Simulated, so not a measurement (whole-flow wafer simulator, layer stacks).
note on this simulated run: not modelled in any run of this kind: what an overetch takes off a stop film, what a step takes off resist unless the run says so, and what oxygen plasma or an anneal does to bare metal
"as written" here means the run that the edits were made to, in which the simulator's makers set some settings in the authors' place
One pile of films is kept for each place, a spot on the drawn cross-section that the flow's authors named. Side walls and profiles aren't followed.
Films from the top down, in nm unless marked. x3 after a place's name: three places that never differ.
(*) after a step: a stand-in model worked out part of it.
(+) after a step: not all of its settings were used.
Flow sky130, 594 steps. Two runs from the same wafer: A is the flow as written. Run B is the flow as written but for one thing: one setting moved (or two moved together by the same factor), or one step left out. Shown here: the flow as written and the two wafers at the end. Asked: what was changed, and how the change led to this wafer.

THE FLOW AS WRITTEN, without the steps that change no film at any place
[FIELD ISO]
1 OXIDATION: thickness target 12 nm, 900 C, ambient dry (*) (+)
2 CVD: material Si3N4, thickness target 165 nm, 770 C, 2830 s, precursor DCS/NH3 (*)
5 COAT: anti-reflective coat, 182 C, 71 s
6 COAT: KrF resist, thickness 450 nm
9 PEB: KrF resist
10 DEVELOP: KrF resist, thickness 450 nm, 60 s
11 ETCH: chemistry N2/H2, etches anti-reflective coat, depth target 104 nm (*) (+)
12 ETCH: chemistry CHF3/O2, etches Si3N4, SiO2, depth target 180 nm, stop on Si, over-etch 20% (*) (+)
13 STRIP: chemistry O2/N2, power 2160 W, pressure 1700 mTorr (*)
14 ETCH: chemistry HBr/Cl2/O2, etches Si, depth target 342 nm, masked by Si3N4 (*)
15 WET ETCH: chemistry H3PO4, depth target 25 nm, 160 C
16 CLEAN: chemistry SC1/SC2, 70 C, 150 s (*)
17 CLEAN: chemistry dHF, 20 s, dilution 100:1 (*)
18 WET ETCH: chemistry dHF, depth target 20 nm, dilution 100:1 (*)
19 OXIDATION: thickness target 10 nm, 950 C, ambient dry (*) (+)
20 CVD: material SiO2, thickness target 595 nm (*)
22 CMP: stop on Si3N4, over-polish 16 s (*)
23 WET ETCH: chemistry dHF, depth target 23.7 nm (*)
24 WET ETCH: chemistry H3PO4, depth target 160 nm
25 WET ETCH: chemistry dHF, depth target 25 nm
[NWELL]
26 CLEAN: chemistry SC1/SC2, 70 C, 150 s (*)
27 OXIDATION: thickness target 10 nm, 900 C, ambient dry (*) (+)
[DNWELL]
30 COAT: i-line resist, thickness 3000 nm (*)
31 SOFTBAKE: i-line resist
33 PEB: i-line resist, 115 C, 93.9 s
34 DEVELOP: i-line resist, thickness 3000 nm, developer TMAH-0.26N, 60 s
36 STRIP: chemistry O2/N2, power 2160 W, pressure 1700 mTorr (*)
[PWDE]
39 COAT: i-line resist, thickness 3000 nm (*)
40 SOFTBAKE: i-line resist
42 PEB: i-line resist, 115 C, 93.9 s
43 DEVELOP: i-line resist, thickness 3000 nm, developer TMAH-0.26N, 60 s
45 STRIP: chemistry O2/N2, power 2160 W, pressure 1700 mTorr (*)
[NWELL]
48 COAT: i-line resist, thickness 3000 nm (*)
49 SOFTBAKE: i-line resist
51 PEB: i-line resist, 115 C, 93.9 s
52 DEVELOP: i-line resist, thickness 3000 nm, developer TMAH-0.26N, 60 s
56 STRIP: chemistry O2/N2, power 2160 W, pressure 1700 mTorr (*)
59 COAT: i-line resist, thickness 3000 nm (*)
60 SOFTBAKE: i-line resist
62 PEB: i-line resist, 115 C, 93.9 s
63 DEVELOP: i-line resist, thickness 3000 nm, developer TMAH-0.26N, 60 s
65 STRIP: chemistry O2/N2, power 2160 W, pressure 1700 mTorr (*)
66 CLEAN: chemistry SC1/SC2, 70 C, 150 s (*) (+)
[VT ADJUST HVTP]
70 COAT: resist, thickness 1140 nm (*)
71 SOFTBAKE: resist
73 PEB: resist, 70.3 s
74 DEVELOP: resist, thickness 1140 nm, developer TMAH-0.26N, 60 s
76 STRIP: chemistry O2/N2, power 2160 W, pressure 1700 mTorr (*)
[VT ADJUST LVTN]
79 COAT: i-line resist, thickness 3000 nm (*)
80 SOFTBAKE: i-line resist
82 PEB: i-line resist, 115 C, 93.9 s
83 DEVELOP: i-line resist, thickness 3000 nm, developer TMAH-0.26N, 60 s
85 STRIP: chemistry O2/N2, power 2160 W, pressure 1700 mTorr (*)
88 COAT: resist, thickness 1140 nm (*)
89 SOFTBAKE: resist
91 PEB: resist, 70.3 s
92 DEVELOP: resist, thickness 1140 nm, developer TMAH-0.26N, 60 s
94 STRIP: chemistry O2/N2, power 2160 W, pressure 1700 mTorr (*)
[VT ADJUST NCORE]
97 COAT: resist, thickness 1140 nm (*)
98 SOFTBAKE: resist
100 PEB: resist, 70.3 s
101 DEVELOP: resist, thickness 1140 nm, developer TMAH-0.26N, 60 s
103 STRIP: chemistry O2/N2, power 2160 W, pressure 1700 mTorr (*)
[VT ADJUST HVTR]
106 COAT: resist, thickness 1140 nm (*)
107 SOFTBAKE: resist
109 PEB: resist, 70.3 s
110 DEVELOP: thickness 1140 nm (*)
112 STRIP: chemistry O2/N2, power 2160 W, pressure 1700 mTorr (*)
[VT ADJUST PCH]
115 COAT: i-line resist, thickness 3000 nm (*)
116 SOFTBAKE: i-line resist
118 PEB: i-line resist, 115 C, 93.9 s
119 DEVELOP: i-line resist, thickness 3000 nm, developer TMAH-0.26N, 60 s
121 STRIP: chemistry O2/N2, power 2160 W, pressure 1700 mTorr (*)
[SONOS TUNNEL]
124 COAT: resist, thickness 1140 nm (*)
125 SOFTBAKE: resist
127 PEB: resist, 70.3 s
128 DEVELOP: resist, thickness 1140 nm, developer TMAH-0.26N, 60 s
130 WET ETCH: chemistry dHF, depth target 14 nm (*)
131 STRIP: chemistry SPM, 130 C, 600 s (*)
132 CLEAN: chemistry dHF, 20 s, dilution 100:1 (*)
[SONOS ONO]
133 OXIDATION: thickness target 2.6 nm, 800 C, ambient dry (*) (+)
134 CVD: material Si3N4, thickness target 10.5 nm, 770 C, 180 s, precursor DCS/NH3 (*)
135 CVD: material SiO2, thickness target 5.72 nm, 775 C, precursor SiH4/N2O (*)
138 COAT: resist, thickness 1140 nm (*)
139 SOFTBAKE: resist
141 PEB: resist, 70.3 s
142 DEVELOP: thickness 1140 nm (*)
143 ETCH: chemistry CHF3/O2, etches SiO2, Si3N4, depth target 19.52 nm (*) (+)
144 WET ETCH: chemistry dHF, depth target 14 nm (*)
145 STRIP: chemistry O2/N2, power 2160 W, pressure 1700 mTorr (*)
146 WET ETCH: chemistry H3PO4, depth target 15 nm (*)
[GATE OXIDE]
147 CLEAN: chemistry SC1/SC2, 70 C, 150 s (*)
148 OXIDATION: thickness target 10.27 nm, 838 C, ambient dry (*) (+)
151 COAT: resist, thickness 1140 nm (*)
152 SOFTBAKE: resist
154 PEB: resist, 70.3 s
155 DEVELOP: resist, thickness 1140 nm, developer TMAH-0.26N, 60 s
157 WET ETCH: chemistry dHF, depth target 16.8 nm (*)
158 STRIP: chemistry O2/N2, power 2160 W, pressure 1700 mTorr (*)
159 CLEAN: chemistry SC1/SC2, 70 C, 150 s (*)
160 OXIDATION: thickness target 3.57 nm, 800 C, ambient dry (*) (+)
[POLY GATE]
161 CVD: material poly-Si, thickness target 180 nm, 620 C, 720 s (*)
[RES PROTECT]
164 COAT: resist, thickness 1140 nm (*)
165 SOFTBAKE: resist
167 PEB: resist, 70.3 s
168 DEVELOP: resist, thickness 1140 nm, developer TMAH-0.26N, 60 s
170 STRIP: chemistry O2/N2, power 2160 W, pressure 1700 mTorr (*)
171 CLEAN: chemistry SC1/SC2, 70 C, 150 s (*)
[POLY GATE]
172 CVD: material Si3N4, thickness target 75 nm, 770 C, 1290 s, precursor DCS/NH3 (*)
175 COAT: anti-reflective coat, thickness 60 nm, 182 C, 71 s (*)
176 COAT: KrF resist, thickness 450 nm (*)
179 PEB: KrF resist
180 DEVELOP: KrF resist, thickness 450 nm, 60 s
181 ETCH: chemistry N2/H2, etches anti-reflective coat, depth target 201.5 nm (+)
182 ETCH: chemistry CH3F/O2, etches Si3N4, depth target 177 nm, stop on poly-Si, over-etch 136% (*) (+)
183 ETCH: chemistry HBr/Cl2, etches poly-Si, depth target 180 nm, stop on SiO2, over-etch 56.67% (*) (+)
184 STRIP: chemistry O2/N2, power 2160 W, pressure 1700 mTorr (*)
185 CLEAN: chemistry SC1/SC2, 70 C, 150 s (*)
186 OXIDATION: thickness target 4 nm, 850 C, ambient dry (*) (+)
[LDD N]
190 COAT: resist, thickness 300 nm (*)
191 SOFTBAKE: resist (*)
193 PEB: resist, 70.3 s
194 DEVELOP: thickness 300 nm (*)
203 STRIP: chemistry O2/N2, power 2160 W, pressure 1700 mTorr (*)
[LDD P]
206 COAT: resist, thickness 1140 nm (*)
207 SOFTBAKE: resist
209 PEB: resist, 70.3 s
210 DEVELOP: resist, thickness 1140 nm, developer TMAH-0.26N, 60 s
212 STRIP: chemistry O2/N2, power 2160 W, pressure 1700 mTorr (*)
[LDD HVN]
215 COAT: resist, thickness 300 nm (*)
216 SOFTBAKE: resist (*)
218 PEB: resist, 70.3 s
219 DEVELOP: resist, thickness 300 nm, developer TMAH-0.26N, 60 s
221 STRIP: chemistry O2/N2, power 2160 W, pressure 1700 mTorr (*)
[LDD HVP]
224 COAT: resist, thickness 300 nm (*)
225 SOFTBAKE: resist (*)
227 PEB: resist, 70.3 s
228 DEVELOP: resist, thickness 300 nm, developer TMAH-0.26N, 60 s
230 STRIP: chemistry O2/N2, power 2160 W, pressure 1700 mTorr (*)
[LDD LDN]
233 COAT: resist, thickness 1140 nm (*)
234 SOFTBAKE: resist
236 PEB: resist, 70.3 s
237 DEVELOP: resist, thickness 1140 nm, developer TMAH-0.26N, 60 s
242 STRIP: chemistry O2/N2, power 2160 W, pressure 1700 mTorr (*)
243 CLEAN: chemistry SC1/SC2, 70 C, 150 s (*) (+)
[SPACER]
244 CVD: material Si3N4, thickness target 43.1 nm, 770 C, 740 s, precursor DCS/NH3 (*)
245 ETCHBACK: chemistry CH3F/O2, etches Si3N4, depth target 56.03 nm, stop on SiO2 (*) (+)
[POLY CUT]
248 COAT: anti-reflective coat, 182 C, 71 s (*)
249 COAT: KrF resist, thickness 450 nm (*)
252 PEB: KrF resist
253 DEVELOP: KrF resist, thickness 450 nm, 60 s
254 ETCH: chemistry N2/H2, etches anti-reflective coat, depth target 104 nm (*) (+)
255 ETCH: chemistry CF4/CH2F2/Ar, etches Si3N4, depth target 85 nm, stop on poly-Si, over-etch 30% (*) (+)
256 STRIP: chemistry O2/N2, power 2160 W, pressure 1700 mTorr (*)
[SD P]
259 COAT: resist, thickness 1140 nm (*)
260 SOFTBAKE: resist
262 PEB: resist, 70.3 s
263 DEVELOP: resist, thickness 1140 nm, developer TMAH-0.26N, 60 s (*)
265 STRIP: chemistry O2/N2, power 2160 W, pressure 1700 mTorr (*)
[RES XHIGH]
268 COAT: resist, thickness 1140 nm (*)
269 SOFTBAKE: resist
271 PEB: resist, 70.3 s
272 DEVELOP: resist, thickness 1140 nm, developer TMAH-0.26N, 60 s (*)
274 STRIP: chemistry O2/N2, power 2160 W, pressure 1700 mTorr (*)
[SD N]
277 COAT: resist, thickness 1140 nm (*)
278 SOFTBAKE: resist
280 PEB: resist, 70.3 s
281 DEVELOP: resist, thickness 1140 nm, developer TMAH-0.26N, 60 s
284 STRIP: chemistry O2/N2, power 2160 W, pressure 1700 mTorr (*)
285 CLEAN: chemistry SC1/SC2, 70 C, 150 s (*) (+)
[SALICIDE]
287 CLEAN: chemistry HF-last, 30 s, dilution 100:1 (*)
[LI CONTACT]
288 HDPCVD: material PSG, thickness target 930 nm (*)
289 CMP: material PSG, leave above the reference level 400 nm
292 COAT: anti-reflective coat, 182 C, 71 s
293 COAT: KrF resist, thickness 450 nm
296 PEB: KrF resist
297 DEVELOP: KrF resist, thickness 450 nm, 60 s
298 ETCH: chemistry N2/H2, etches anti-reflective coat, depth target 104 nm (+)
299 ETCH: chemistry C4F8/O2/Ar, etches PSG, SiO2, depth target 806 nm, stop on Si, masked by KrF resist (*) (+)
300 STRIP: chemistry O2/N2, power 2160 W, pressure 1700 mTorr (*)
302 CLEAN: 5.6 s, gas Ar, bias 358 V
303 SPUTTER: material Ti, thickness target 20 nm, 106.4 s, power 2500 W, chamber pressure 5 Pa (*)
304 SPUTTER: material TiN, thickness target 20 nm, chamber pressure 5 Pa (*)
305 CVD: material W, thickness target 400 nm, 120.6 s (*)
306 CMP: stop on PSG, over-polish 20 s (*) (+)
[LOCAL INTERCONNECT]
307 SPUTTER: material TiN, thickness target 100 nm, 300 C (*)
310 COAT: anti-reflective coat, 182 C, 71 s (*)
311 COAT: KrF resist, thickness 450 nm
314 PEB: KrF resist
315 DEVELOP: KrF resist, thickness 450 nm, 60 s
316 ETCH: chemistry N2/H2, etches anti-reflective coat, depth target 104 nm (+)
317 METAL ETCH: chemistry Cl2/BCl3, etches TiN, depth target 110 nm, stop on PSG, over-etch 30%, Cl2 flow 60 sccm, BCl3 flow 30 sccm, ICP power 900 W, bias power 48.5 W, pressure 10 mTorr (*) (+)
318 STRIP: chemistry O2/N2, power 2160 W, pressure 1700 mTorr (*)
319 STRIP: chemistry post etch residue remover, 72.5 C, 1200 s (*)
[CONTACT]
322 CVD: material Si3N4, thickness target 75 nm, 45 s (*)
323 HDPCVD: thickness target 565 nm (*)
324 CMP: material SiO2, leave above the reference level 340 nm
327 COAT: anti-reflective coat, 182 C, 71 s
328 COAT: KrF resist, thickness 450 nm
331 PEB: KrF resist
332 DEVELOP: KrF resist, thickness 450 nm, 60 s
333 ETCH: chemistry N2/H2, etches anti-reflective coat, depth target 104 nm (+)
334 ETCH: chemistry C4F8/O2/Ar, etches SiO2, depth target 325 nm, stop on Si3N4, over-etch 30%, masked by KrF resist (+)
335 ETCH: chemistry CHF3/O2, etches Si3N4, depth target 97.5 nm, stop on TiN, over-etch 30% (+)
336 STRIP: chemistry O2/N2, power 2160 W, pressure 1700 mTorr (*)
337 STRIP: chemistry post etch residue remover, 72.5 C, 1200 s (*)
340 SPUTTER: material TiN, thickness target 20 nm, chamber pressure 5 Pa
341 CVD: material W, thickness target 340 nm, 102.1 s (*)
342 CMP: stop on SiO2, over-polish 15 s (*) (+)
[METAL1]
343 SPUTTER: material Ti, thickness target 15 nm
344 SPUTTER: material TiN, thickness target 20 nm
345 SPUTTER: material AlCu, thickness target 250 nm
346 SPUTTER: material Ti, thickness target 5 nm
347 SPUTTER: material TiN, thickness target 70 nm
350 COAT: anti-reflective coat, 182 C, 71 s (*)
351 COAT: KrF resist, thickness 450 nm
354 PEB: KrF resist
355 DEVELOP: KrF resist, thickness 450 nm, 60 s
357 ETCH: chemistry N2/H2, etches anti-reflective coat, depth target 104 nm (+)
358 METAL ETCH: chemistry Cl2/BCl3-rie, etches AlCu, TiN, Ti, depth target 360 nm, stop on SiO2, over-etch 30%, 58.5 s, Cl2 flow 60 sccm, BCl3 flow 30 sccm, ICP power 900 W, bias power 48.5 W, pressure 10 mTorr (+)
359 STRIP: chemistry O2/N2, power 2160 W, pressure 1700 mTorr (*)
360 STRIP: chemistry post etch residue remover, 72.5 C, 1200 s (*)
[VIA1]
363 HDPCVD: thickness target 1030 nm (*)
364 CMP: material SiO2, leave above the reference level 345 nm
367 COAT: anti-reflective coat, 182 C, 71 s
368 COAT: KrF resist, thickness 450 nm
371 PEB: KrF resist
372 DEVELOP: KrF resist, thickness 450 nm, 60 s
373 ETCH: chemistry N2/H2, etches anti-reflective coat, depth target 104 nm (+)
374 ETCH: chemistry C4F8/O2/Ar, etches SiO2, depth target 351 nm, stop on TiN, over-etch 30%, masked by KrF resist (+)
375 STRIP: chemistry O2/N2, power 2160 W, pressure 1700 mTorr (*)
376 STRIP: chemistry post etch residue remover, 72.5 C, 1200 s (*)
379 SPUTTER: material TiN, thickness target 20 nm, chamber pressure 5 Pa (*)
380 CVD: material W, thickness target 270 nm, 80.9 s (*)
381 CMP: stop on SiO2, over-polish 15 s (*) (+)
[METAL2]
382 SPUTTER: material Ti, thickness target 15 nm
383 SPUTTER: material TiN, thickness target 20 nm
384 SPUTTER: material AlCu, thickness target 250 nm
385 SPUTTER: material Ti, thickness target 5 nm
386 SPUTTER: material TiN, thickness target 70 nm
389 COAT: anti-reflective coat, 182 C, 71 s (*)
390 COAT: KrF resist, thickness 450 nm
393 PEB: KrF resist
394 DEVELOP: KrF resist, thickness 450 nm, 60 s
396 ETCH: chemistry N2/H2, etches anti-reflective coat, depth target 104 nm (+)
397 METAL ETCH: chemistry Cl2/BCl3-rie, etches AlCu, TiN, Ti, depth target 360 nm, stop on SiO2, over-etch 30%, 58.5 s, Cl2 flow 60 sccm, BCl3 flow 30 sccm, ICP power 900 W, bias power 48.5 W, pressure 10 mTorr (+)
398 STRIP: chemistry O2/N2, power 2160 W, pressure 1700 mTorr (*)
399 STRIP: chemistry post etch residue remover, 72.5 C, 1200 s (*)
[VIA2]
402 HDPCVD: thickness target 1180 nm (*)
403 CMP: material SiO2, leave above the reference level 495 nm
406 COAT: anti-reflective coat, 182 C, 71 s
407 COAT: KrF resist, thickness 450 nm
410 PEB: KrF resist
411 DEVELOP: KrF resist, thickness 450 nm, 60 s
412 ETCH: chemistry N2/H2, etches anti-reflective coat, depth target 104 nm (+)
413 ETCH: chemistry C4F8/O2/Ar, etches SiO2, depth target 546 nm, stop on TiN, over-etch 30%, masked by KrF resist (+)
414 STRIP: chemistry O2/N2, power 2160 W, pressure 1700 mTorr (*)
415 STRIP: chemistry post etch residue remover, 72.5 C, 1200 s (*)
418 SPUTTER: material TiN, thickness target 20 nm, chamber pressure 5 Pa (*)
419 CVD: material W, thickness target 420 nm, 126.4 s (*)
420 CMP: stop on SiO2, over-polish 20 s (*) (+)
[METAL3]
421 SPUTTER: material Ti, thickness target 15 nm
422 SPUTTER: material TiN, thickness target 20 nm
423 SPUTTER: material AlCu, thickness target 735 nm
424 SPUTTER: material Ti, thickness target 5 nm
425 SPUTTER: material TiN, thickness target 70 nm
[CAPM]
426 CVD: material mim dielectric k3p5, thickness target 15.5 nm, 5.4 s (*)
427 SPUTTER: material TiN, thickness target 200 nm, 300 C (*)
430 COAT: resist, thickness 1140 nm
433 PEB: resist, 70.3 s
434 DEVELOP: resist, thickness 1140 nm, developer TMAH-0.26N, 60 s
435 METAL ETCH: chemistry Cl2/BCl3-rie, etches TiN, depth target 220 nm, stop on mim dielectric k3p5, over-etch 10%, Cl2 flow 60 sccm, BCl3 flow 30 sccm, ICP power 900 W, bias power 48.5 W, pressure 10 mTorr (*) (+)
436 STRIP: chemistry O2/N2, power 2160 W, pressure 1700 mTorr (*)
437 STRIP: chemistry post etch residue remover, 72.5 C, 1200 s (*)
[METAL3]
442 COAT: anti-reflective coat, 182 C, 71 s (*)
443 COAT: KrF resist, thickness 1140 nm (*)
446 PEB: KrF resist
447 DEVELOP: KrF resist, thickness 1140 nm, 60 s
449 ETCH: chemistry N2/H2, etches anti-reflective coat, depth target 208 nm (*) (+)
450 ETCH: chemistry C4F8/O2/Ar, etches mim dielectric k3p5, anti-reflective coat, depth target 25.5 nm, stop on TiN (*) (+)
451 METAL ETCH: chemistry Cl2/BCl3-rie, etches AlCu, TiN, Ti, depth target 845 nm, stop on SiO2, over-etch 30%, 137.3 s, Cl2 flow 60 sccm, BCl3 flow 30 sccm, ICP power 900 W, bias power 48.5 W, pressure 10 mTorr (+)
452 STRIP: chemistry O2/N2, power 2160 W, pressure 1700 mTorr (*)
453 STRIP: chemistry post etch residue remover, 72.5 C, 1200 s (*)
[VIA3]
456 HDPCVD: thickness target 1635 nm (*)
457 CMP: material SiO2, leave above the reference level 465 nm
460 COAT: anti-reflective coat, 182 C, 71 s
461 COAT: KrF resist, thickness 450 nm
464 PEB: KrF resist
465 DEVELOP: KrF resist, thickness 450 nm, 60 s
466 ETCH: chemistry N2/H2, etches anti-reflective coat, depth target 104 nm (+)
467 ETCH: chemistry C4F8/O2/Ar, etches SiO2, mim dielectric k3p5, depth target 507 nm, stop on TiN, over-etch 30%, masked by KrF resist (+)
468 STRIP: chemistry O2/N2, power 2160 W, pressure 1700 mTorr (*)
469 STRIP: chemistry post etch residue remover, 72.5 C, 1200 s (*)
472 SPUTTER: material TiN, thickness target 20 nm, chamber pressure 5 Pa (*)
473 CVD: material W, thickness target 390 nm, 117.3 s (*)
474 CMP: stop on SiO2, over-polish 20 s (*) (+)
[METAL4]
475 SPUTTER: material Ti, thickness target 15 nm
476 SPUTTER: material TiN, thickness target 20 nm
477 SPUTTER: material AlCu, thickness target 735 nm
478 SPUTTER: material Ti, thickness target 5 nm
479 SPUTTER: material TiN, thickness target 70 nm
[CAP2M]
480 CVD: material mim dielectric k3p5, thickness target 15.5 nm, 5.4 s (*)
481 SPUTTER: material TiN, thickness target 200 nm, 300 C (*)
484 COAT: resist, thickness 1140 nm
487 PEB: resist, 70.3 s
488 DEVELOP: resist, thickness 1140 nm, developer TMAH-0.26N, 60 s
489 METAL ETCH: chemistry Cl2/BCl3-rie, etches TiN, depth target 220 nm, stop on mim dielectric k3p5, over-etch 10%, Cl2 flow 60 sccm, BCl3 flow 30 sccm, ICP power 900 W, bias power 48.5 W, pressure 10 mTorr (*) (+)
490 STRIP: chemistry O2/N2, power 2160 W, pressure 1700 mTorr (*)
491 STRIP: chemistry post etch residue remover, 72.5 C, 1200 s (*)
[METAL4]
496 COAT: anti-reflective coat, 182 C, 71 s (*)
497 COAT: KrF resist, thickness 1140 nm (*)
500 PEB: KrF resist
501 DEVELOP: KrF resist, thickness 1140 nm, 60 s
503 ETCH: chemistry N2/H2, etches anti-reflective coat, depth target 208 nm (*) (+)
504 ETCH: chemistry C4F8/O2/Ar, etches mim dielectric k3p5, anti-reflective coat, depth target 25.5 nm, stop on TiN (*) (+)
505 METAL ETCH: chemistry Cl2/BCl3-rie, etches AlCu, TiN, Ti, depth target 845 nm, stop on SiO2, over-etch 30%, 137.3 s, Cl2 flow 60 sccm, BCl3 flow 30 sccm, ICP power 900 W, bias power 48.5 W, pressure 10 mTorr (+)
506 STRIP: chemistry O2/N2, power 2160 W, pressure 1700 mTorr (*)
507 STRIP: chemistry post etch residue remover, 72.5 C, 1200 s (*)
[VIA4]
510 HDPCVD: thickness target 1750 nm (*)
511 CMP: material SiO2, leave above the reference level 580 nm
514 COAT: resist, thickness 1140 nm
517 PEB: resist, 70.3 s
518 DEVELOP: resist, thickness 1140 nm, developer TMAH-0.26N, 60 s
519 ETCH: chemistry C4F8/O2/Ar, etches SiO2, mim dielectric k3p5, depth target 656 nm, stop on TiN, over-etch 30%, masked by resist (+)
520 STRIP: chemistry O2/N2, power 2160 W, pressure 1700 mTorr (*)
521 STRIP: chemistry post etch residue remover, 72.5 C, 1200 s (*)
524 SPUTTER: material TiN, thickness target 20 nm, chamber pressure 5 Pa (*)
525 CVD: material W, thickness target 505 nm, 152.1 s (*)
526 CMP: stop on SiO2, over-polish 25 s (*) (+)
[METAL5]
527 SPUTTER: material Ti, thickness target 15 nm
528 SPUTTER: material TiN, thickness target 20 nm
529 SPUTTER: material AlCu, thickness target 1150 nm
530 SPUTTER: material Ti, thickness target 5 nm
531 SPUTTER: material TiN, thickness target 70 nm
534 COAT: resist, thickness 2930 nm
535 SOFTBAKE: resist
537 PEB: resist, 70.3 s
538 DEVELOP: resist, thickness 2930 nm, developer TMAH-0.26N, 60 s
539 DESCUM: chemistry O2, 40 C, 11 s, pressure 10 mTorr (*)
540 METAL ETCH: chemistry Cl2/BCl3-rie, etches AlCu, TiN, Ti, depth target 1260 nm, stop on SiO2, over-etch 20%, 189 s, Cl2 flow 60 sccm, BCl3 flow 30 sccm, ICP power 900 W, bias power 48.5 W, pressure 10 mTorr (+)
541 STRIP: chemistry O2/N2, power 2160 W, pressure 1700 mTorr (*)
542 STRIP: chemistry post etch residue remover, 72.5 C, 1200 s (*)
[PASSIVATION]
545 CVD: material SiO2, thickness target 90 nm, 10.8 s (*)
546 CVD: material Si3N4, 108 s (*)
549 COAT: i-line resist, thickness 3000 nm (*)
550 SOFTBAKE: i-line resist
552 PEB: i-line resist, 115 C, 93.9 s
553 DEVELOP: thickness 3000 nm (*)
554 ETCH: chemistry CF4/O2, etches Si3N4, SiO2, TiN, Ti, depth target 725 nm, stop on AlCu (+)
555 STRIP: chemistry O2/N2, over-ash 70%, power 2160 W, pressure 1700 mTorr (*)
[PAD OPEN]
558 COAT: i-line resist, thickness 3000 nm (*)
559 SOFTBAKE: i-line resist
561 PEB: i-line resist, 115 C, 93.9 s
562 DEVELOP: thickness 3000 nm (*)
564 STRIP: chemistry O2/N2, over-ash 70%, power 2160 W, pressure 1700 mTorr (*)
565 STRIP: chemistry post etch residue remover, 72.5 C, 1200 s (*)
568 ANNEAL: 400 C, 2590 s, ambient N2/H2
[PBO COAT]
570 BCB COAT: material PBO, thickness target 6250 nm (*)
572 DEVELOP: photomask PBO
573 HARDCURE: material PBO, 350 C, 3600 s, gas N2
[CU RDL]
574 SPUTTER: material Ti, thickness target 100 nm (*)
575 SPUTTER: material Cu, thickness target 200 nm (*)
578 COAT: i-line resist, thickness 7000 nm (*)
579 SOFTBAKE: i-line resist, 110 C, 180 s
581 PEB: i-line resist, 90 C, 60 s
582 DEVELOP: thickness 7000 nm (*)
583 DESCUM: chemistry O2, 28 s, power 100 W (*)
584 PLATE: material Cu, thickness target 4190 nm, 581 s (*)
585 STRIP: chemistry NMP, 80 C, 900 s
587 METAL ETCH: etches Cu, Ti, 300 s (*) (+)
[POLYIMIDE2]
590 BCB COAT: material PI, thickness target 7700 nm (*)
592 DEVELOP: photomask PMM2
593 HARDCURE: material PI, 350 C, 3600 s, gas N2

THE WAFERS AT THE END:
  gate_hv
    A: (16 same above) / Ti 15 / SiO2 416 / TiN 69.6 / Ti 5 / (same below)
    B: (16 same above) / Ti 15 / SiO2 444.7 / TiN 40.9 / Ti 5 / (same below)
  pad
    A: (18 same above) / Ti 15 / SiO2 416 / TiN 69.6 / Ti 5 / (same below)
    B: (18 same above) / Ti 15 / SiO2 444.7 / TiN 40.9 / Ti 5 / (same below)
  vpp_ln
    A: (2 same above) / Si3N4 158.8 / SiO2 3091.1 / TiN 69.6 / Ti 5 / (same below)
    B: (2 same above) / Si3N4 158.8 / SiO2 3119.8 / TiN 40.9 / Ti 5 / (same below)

The cause: step 386, SPUTTER: thickness target 41.3 nm was run, where the flow has thickness target 70 nm.

How the change led to this, step by step:
  386 SPUTTER: material TiN, thickness target 70 nm
      field, active, n_well and 188 more: A TiN +70 (new film) | B TiN +41.3 (new film)
  397 METAL ETCH: chemistry Cl2/BCl3-rie, etches AlCu, TiN, Ti, depth target 360 nm, stop on SiO2, over-etch 30%, 58.5 s, Cl2 flow 60 sccm, BCl3 flow 30 sccm, ICP power 900 W, bias power 48.5 W, pressure 10 mTorr (+)
      field, active, gate and 82 more: A TiN -68.7 (all of it), Ti -5 (all of it), AlCu -250 (all of it), TiN -20 (all of it), Ti -15 (all of it), SiO2 -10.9 | B TiN -40 (all of it), Ti -5 (all of it), AlCu -250 (all of it), TiN -20 (all of it), Ti -15 (all of it), SiO2 -13.8
  403 CMP: material SiO2, leave above the reference level 495 nm
      n_well, p_well, gate_hv and 101 more: A SiO2 -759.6 | B SiO2 -730.9
      m1, via1_hole: A SiO2 -759.1 | B SiO2 -730.4
  413 ETCH: chemistry C4F8/O2/Ar, etches SiO2, depth target 546 nm, stop on TiN, over-etch 30%, masked by KrF resist (+)
      m1: A SiO2 -420.3 (all of it) | B SiO2 -449 (all of it)
      via2_hole: A SiO2 -419.8 (all of it) | B SiO2 -448.5 (all of it)
  419 CVD: material W, thickness target 420 nm, 126.4 s (*)
      m1: A W +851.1 (new film) | B W +880.2 (new film)
      via2_hole: A W +850.7 (new film) | B W +879.7 (new film)
